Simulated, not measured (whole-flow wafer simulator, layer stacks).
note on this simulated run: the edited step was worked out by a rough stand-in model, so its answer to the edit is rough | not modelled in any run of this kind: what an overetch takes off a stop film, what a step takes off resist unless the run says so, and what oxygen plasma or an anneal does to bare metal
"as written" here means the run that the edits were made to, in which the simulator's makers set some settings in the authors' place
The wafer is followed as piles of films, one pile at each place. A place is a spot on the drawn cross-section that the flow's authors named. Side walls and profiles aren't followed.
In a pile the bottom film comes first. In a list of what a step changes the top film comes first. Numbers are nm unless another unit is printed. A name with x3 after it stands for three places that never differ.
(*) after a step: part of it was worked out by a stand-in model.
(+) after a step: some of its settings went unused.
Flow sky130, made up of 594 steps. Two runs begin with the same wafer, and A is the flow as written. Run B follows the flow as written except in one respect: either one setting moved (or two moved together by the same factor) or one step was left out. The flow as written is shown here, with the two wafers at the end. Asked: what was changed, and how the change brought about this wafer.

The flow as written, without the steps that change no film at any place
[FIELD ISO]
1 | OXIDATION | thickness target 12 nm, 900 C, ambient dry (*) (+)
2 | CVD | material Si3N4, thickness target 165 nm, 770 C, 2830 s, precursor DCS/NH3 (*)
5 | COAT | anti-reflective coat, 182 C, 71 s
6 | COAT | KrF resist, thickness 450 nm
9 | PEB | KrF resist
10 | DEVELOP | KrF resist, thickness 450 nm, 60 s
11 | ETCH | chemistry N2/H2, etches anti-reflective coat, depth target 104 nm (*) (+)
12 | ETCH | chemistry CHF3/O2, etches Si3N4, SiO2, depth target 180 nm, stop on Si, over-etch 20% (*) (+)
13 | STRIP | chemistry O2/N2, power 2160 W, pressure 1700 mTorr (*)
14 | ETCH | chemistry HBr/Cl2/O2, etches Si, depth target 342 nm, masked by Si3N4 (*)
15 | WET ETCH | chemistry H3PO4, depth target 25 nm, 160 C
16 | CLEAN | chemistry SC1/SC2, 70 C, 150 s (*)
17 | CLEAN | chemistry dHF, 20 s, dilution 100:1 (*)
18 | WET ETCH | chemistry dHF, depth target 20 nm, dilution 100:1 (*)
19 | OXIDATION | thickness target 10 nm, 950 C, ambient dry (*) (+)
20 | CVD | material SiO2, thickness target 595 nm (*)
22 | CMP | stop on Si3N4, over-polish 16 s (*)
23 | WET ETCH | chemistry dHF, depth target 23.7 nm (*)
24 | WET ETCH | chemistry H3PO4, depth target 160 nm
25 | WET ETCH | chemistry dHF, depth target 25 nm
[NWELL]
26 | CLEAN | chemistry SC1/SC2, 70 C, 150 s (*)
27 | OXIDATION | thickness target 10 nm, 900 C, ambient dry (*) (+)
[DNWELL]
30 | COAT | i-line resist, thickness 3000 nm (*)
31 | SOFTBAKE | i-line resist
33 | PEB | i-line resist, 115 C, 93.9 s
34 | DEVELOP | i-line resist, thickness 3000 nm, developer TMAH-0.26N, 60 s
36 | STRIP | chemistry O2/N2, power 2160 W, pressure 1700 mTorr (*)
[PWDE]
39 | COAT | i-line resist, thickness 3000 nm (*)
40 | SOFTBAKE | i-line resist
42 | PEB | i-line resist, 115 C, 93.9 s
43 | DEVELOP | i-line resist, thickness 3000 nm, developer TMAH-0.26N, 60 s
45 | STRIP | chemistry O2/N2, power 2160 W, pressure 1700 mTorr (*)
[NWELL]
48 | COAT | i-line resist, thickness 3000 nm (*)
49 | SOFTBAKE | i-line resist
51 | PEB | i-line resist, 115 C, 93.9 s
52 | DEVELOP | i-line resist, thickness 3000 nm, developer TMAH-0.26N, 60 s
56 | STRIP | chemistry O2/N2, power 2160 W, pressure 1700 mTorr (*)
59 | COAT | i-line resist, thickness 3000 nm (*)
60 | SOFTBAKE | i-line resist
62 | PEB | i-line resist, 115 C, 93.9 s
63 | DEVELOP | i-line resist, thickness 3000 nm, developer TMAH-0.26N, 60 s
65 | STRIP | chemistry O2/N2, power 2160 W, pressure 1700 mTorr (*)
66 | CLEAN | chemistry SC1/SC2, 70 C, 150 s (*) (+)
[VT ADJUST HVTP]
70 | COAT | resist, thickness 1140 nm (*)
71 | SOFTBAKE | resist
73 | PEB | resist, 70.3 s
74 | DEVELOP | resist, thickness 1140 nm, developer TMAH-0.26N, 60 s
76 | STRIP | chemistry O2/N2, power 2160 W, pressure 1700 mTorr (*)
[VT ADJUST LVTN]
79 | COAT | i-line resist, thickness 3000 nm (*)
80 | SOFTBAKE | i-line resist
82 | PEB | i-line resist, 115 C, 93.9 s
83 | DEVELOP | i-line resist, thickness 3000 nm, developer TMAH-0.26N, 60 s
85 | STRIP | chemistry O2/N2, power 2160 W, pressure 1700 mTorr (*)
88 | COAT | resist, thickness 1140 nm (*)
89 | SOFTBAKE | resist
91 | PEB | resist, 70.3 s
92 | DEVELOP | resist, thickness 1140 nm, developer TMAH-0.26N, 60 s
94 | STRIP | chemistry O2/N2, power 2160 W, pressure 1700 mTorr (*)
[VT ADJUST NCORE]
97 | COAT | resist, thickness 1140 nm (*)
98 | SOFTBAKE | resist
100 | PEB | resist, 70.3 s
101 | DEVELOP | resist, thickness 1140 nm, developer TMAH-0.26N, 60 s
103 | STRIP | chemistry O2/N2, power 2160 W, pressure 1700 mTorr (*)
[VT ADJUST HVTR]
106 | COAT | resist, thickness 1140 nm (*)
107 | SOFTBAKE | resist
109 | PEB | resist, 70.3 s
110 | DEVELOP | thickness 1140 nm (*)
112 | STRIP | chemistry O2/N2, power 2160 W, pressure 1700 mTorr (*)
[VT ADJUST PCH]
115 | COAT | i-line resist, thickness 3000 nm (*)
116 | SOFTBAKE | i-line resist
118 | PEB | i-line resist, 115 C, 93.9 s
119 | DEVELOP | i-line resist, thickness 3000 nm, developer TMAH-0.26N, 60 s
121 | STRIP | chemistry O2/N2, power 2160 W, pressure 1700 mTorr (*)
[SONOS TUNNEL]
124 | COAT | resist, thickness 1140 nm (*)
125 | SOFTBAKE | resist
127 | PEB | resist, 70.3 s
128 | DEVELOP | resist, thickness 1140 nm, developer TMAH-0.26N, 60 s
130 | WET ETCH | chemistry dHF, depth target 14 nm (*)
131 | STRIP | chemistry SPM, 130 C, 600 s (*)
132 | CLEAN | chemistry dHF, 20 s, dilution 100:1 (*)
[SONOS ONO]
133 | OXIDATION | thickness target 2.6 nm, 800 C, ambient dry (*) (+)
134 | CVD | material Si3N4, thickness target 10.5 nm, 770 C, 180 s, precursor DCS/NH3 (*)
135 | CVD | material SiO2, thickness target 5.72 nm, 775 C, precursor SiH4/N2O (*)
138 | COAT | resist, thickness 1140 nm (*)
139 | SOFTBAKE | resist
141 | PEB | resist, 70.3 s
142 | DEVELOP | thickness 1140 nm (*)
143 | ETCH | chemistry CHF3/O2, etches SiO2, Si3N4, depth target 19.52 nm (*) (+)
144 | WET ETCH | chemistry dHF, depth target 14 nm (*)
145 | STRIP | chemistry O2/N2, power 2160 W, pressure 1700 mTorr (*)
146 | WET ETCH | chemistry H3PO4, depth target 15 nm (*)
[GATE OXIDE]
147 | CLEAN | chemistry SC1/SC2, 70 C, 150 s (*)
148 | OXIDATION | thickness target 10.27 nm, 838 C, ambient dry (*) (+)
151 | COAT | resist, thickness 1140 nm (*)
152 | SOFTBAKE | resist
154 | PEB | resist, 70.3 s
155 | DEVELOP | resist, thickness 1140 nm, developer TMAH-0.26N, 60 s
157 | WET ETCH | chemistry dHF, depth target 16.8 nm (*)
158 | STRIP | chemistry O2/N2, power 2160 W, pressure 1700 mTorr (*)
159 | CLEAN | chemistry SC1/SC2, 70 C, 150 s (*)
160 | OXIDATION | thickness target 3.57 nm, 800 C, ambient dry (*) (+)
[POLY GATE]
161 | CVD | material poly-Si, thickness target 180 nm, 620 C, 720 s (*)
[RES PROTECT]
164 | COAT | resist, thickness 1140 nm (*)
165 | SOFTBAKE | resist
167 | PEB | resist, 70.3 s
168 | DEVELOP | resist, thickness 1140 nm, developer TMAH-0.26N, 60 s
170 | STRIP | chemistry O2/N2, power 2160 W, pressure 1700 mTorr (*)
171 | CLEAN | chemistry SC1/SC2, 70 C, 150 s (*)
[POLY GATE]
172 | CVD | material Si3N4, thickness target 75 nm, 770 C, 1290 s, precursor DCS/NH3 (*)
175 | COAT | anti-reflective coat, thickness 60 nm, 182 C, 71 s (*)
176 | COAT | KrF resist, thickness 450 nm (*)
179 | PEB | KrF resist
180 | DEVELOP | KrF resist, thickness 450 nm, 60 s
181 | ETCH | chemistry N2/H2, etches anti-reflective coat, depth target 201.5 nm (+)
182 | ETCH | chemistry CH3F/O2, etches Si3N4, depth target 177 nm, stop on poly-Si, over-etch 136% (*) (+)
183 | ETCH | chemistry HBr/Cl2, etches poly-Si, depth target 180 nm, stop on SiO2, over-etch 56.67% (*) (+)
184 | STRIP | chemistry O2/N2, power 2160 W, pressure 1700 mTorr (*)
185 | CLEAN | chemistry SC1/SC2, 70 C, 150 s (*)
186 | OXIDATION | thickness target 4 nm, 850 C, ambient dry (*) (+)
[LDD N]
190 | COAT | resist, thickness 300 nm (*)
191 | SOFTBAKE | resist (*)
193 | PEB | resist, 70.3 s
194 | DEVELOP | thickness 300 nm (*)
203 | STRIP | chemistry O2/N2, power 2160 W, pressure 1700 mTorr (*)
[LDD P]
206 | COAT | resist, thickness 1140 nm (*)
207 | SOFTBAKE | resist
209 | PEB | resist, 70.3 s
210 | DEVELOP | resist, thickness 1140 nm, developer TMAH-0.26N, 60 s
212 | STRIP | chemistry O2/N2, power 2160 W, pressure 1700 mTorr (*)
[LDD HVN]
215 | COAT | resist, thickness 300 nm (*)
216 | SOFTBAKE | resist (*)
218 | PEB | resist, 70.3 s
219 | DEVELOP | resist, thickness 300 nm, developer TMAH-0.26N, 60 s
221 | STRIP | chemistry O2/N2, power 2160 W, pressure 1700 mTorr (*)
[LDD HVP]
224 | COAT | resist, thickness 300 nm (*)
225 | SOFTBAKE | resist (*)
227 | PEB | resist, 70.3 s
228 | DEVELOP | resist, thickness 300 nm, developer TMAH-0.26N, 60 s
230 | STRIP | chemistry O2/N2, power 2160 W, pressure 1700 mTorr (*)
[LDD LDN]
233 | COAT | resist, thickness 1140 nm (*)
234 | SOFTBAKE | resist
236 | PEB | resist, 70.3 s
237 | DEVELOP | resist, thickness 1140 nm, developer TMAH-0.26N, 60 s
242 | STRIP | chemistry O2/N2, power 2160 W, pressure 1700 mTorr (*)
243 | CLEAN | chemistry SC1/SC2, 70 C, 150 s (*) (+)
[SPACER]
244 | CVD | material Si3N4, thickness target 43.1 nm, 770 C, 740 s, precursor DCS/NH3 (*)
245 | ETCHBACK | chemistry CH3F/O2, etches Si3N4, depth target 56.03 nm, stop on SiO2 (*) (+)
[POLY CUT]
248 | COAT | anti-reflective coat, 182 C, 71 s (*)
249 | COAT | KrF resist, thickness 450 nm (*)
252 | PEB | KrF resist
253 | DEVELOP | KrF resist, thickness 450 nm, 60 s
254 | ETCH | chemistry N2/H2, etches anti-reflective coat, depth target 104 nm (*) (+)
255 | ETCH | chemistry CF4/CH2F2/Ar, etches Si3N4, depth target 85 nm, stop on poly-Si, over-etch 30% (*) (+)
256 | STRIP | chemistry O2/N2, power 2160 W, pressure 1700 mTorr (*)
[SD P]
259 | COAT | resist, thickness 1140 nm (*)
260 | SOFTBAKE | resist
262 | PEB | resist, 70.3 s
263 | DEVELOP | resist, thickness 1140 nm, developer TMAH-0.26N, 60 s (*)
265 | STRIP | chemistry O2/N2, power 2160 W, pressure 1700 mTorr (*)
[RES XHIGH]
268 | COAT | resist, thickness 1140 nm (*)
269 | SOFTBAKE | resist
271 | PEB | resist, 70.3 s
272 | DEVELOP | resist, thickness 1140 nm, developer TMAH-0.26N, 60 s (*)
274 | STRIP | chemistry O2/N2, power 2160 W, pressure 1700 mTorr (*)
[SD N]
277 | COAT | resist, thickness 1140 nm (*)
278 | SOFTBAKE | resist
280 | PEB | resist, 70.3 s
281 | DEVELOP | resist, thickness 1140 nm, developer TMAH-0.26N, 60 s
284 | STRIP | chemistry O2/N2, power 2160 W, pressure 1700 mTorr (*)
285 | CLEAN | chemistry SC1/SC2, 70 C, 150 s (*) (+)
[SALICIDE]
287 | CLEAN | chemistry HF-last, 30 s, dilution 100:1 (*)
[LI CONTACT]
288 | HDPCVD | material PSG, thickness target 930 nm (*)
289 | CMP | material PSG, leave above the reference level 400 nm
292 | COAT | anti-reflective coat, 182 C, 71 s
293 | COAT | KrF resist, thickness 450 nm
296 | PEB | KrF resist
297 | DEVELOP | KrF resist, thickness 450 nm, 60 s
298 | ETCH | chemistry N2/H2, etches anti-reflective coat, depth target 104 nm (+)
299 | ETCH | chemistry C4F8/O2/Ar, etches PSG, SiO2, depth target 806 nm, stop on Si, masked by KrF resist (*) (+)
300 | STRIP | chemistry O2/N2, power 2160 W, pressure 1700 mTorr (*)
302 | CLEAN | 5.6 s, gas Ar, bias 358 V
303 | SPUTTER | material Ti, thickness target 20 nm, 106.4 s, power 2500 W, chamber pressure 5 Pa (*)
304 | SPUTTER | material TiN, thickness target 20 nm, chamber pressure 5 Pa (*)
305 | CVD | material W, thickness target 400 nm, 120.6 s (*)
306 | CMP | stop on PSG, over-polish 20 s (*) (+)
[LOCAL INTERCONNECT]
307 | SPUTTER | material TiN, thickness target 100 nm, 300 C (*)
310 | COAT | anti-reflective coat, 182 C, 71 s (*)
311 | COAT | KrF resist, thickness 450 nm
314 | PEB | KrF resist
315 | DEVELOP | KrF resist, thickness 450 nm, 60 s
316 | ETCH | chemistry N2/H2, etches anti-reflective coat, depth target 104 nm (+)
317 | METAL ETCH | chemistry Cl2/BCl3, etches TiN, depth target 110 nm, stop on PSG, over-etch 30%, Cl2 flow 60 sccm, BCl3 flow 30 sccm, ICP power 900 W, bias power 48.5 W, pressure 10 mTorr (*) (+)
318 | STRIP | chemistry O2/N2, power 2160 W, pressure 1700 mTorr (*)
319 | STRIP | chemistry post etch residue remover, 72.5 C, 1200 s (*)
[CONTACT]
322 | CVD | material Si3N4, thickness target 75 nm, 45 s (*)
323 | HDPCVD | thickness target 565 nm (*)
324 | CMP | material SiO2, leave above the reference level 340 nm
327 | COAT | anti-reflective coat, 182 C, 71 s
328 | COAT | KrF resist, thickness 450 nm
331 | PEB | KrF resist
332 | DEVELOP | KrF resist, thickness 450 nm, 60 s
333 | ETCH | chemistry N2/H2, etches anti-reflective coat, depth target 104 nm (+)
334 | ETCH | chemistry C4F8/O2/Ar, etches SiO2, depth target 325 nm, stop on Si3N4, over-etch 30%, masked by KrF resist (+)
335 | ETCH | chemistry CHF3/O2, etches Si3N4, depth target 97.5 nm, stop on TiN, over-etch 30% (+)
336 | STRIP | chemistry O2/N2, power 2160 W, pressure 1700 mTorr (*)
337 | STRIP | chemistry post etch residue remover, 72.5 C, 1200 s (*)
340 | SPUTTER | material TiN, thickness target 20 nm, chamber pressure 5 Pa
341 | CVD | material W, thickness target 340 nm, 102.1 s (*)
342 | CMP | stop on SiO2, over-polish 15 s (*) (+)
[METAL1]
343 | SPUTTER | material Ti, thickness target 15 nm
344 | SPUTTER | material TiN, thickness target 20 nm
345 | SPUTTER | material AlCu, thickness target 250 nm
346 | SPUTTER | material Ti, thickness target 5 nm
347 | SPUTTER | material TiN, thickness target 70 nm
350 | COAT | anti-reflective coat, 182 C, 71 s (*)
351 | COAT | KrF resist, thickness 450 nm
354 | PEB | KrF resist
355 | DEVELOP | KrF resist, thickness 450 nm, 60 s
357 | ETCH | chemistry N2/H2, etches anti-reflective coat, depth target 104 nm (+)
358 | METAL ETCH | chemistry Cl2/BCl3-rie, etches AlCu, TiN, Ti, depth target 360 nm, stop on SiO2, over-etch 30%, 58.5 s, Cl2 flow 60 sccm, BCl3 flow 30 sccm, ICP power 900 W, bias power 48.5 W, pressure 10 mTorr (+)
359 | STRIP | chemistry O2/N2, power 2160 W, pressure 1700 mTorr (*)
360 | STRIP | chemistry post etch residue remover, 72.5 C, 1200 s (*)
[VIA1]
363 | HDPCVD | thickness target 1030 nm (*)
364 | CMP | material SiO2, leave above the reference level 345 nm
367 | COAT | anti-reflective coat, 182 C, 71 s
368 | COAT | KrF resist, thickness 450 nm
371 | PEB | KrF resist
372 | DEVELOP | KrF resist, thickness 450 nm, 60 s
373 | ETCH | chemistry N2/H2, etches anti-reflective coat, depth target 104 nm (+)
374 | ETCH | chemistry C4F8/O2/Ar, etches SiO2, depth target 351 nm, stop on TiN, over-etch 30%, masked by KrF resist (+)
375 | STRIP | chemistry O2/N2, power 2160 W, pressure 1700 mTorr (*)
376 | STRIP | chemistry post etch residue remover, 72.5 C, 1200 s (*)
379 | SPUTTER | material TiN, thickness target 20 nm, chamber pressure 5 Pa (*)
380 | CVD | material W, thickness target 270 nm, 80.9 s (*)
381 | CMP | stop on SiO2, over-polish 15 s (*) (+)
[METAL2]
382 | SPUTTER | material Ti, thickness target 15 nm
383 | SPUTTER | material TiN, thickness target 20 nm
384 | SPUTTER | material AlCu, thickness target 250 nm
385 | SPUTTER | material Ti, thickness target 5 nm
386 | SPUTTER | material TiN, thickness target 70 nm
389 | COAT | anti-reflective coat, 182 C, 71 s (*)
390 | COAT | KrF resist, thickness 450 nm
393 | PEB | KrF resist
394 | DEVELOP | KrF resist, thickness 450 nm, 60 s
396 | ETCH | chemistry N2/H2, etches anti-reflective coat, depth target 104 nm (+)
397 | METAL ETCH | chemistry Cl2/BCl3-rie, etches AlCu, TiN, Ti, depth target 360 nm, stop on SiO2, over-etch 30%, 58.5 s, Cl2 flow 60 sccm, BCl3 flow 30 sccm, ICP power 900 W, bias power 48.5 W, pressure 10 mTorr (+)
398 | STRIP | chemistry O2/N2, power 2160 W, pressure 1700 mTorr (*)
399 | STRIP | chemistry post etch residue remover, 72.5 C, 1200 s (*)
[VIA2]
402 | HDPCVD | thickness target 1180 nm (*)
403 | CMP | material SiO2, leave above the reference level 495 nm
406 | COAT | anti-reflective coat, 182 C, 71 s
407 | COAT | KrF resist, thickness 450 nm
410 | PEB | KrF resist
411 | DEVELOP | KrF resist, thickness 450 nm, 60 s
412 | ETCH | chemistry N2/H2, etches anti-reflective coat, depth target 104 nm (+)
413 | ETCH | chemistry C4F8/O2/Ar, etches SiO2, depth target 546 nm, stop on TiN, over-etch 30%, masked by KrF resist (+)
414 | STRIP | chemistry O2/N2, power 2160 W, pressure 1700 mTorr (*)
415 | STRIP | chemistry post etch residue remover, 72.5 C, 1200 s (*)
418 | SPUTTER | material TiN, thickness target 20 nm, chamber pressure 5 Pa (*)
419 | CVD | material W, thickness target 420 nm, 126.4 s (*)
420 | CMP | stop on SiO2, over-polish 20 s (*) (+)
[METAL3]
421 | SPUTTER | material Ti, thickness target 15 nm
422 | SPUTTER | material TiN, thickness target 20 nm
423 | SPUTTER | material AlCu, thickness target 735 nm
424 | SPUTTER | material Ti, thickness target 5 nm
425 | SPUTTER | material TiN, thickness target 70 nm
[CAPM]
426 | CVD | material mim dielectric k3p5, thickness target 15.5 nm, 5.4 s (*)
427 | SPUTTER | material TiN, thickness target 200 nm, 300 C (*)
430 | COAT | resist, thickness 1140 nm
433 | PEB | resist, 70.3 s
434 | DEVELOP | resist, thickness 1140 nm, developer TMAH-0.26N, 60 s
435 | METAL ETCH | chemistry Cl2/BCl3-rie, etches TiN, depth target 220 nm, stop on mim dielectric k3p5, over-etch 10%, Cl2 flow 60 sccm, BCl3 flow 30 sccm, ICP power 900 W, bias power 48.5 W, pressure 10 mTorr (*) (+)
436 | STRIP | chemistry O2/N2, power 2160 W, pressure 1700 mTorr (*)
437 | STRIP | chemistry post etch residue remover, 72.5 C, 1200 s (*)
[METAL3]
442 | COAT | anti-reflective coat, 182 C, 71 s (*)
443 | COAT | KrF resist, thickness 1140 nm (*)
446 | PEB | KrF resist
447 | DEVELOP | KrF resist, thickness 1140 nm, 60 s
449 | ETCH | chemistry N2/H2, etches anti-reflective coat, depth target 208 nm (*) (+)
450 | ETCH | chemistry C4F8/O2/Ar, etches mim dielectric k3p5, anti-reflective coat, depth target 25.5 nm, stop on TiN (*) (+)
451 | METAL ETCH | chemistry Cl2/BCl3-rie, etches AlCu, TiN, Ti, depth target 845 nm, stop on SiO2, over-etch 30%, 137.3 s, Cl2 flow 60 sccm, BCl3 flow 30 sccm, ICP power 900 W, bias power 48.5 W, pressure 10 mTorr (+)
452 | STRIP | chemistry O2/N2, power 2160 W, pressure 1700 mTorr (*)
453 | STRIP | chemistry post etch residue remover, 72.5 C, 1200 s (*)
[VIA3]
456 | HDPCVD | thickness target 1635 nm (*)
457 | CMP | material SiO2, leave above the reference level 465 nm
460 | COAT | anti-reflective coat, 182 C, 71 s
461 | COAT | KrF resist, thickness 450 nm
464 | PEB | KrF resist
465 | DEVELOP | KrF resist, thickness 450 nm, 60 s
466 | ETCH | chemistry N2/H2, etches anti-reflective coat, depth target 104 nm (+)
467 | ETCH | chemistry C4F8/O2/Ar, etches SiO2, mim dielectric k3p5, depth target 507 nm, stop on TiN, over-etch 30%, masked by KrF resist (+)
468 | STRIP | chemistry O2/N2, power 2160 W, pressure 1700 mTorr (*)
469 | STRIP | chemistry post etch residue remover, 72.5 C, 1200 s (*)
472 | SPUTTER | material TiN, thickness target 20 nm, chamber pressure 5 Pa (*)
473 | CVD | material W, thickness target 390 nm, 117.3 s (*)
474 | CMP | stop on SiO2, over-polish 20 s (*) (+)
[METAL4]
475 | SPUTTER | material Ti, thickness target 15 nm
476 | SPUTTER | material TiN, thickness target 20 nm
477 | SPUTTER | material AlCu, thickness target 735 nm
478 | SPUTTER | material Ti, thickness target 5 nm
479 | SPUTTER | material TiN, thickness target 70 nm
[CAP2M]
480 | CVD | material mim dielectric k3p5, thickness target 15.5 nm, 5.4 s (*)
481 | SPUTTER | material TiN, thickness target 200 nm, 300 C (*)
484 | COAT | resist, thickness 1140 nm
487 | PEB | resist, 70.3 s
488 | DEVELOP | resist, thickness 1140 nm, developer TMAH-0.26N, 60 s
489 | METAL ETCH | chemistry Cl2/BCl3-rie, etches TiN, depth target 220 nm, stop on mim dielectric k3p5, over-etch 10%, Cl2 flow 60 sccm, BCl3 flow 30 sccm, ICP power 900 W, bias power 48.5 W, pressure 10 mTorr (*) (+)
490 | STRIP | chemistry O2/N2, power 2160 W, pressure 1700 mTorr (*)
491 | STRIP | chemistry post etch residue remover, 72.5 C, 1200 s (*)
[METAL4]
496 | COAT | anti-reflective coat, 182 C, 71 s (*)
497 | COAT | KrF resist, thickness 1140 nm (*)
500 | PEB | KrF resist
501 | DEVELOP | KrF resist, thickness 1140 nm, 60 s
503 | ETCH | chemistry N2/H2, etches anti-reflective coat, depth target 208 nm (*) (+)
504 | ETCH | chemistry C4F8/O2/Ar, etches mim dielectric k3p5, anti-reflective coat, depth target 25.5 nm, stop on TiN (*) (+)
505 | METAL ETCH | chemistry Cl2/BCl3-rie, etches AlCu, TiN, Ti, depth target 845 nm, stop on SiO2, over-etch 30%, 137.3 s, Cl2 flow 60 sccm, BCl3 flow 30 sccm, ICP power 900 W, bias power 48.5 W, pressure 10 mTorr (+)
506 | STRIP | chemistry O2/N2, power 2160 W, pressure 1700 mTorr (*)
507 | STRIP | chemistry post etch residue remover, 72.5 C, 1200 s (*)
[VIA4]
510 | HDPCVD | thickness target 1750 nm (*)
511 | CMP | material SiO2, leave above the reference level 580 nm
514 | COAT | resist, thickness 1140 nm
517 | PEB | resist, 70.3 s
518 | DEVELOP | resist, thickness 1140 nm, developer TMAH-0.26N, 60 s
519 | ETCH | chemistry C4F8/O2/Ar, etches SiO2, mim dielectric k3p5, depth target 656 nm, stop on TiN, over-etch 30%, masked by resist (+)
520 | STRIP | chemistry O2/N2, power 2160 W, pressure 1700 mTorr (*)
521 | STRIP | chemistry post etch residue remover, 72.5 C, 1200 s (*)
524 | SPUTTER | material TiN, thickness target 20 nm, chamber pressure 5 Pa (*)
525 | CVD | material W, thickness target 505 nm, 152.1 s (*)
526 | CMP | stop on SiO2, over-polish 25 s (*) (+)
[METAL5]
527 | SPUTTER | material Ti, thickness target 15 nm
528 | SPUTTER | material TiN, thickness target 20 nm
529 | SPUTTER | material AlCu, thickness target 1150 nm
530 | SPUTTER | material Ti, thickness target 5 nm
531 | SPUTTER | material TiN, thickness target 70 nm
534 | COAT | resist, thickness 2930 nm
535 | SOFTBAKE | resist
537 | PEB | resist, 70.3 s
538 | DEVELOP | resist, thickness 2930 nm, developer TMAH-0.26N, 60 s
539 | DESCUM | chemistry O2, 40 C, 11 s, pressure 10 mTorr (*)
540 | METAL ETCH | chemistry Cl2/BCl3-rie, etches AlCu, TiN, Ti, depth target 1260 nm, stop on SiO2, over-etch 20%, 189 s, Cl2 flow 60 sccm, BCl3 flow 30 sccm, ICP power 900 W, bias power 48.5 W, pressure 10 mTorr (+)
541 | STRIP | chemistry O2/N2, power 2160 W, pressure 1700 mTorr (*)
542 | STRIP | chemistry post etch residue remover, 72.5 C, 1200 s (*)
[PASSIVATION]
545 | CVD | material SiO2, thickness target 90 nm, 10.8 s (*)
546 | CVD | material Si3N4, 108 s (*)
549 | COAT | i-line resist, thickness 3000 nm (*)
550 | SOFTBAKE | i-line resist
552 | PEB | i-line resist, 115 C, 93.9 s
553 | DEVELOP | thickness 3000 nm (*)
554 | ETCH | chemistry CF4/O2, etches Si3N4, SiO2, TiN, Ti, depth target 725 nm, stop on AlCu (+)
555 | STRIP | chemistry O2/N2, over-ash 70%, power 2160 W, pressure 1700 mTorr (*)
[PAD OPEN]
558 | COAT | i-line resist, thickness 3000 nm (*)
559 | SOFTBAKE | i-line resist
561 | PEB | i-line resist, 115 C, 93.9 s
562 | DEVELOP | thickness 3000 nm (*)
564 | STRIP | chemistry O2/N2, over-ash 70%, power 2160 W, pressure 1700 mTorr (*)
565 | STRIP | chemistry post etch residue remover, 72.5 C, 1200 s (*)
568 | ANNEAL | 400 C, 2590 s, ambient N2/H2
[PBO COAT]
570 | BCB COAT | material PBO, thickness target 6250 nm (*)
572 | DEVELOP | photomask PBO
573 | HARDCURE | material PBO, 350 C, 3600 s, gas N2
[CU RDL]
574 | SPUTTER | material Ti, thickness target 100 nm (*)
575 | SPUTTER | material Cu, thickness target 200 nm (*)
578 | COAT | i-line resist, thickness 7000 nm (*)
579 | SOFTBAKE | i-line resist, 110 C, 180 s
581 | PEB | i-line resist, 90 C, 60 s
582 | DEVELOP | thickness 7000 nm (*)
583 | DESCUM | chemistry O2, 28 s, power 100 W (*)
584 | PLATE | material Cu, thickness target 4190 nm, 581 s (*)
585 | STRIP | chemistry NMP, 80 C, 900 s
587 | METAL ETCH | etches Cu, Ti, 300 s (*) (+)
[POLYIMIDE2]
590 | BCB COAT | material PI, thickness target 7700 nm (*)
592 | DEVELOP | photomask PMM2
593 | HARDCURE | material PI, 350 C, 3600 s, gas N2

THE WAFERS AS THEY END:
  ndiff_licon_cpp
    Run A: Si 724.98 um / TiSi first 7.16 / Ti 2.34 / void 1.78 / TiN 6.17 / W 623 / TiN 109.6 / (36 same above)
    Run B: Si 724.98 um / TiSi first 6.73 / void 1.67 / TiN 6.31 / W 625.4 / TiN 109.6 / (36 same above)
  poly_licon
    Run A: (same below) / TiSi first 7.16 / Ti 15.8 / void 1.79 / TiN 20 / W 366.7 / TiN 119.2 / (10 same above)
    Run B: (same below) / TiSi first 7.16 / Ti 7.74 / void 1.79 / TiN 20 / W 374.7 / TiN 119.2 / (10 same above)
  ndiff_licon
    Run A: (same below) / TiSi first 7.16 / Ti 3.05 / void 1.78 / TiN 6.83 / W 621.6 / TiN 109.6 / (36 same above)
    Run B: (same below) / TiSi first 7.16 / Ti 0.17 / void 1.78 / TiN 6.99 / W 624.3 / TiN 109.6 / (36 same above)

What caused this: step 303, SPUTTER: 63.82 s was run, whereas the flow has 106.4 s.

Step by step, how the change led to this:
  303 | SPUTTER | material Ti, thickness target 20 nm, 106.4 s, power 2500 W, chamber pressure 5 Pa (*)
      field, active, n_well and 185 more: A Ti gains 20 (new film) | B Ti gains 11.9 (new film)
      ndiff_licon: A Ti gains 7.24 (new film) | B Ti gains 4.36 (new film)
      (as well as at 2 more places)
  306 | CMP | stop on PSG, over-polish 20 s (*) (+)
      field, active, n_well and 184 more: A W loses 400 (all of it), TiN loses 20 (all of it), Ti loses 20 (all of it), PSG loses 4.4 | B W loses 400 (all of it), TiN loses 20 (all of it), Ti loses 11.9 (all of it), PSG loses 4.4
      poly_licon: A W loses 33.3 | B W loses 25.3
If metal films that touch count as one body, ndiff_licon_cpp has 5 bodies (between them, from the top down: SiO2 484 / mim dielectric k3p5 15.5; SiO2 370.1 / mim dielectric k3p5 15.5; SiO2 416; SiO2 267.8); the flow as written gives 6 bodies (between them, from the top down: SiO2 484 / mim dielectric k3p5 15.5; SiO2 370.1 / mim dielectric k3p5 15.5; SiO2 416; SiO2 267.8; void 1.78).
